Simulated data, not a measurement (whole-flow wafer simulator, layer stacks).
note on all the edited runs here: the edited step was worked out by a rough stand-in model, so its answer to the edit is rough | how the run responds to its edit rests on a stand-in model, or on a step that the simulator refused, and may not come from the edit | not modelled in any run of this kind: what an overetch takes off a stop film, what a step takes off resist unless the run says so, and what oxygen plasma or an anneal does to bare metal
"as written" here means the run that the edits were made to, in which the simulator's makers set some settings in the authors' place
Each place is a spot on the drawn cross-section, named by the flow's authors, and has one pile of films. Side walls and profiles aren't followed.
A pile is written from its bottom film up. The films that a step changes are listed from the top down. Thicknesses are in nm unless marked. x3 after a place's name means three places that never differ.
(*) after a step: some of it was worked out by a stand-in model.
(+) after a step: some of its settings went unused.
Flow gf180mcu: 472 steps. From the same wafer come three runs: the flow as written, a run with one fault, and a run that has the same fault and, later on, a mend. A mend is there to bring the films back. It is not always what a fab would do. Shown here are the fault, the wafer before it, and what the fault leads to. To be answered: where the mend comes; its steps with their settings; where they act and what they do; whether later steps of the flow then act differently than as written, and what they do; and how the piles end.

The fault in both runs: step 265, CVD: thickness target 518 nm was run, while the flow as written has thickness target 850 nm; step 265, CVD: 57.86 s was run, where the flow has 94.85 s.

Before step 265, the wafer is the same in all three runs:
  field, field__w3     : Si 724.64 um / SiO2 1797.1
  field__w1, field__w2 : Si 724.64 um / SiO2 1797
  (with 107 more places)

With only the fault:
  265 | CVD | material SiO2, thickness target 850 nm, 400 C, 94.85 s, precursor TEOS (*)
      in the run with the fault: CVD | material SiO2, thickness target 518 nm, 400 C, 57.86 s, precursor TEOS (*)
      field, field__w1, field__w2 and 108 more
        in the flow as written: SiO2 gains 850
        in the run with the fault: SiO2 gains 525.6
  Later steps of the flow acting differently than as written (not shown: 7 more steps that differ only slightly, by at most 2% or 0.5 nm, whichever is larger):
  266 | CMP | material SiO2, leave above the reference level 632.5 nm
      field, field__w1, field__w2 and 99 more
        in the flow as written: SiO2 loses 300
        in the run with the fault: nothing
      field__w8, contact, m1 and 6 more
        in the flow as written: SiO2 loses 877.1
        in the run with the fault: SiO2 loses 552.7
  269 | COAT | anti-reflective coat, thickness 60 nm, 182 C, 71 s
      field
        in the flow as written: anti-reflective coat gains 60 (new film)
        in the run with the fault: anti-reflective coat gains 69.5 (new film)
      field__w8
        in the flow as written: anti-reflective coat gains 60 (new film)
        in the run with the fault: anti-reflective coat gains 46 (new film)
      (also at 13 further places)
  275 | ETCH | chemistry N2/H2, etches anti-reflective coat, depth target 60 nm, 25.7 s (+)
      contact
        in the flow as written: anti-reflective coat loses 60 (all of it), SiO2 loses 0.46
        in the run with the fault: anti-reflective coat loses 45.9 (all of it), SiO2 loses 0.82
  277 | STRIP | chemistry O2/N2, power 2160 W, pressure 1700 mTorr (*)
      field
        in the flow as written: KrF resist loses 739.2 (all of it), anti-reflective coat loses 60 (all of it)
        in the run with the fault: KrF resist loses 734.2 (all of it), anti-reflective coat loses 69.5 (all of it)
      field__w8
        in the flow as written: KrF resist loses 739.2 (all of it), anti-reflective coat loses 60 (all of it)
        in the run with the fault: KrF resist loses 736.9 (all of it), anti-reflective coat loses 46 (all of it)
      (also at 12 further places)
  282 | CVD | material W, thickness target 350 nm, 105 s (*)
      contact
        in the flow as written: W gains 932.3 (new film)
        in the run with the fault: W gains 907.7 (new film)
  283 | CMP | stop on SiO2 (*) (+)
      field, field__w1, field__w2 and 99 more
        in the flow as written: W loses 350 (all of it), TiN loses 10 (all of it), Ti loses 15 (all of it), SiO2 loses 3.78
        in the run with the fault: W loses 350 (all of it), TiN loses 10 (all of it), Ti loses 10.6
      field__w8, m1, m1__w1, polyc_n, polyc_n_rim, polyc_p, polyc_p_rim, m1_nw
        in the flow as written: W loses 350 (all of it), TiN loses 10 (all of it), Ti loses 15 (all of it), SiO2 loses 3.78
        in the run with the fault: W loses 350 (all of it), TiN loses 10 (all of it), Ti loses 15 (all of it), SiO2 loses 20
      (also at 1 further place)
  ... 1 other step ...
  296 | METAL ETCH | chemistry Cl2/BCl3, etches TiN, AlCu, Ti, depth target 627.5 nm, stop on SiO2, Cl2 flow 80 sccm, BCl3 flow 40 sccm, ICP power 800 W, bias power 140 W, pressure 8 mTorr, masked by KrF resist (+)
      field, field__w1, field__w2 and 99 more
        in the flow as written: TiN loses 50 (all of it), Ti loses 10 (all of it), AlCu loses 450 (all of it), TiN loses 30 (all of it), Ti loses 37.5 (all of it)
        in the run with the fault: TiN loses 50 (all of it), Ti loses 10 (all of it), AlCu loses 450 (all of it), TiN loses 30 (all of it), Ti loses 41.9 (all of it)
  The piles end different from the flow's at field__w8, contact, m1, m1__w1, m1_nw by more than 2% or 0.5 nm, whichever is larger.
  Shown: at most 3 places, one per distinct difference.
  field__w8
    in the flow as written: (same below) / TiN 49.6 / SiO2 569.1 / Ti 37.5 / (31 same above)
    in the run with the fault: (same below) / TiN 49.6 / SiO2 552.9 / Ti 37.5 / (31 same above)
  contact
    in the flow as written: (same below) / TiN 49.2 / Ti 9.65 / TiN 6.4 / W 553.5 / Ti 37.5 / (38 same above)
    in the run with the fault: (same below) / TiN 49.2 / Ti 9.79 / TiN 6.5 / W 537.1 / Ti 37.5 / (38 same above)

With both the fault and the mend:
  The mend follows step 265.
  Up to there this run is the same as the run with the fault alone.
  265a | CVD | material SiO2, thickness target 332 nm, 400 C, 37.05 s, precursor TEOS (*) (a further turn of the flow's step 265, with different settings)
      field, field__w1, field__w2 and 108 more
        SiO2 gains 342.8
  Later steps of the flow acting differently than as written:
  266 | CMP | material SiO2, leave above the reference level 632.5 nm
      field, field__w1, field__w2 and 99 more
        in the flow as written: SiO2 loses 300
        in the run with the mend: SiO2 loses 318.4
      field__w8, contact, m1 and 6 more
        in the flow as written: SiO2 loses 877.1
        in the run with the mend: SiO2 loses 895.5
  At every place that both follow, the piles at the end match the flow's.
